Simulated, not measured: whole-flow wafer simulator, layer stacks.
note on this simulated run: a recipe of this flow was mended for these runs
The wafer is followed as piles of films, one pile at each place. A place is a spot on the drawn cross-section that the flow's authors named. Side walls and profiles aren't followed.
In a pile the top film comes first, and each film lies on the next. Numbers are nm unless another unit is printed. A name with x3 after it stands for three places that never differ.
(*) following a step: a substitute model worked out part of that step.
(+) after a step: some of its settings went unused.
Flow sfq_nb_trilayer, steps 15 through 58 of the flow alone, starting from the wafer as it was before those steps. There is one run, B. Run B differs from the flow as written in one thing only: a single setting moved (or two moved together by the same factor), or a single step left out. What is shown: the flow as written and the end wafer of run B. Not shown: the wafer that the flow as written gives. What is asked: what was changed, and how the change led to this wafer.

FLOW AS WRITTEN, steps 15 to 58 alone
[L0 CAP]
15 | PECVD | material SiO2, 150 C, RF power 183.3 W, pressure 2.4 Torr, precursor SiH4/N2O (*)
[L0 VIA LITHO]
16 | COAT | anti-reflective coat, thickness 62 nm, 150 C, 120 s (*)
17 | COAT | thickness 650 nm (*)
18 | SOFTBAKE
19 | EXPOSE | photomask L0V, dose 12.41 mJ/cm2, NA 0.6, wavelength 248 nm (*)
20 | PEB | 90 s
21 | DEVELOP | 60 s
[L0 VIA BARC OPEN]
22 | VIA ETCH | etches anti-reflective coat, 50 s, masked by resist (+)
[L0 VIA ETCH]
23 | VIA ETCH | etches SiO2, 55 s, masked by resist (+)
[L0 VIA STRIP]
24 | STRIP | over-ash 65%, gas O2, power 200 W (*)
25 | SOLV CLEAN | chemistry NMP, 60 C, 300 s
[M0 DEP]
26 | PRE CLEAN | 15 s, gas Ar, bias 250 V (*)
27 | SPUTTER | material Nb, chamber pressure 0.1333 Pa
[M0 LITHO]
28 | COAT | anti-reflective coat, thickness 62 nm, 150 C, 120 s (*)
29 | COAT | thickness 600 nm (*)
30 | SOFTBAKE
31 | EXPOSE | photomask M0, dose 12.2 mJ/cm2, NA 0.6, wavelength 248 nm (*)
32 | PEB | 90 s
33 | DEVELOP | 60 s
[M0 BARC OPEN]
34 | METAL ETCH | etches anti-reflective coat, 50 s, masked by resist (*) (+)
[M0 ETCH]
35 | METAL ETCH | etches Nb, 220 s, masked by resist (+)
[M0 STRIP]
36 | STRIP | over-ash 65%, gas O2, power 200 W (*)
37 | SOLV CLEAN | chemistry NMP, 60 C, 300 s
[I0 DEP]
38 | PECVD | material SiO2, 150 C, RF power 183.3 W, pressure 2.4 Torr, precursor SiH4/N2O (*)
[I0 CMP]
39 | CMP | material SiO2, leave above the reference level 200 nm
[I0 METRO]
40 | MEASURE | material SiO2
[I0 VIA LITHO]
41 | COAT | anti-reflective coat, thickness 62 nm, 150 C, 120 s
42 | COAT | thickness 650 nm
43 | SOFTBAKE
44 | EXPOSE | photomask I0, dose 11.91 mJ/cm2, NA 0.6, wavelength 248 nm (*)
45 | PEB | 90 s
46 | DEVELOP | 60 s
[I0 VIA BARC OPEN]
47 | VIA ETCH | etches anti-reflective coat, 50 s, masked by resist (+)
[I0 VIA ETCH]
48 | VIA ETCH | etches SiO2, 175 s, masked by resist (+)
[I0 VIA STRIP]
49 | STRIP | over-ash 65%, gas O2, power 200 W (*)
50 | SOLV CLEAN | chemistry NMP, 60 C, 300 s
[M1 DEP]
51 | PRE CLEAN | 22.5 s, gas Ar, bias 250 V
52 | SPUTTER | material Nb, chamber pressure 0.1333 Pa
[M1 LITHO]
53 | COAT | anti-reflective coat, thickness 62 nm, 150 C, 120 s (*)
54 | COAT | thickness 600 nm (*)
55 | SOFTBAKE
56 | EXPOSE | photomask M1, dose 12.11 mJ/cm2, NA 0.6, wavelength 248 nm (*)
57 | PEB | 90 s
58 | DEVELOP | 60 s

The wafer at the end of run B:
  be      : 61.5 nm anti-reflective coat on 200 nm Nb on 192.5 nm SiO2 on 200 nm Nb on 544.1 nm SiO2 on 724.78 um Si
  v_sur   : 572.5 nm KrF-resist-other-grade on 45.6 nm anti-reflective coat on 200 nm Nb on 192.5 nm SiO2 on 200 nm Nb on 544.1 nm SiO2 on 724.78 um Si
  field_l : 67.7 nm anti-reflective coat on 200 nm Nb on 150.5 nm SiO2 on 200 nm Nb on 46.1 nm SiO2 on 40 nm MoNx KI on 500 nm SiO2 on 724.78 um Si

Cause: step 15, PECVD: RF power 139.3 W was run, whereas the flow has RF power 183.3 W.

The path from the change to this, step by step:
  15 | PECVD | material SiO2, 150 C, RF power 183.3 W, pressure 2.4 Torr, precursor SiH4/N2O (*)
      v_sur, via_wl, via_w and 97 more: +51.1 SiO2 (in the flow as written it would be: +60 SiO2)
      field_l, l0_sur, l0v, l0r_line_l, l0r_line_c, l0r_line_r: +51.1 SiO2 (new film) (in the flow as written it would be: +60 SiO2 (new film))
  23 | VIA ETCH | etches SiO2, 55 s, masked by resist (+)
      l0v: -50.7 SiO2 (all of it), -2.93 MoNx KI (in the flow as written it would be: -59.7 SiO2 (all of it), -2.03 MoNx KI)
  28 | COAT | anti-reflective coat, thickness 62 nm, 150 C, 120 s (*)
      l0_sur: +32 anti-reflective coat (new film) (in the flow as written it would be: +29.3 anti-reflective coat (new film))
      l0v: +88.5 anti-reflective coat (new film) (in the flow as written it would be: +92.5 anti-reflective coat (new film))
  36 | STRIP | over-ash 65%, gas O2, power 200 W (*)
      l0_sur: -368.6 KrF-resist-other-grade (all of it), -32 anti-reflective coat (all of it) (in the flow as written it would be: -370 KrF-resist-other-grade (all of it), -29.3 anti-reflective coat (all of it))
      l0v: -370.4 KrF-resist-other-grade (all of it), -88.5 anti-reflective coat (all of it) (in the flow as written it would be: -374.1 KrF-resist-other-grade (all of it), -92.5 anti-reflective coat (all of it))
  39 | CMP | material SiO2, leave above the reference level 200 nm
      l0v: -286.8 SiO2 (in the flow as written it would be: -277.4 SiO2)
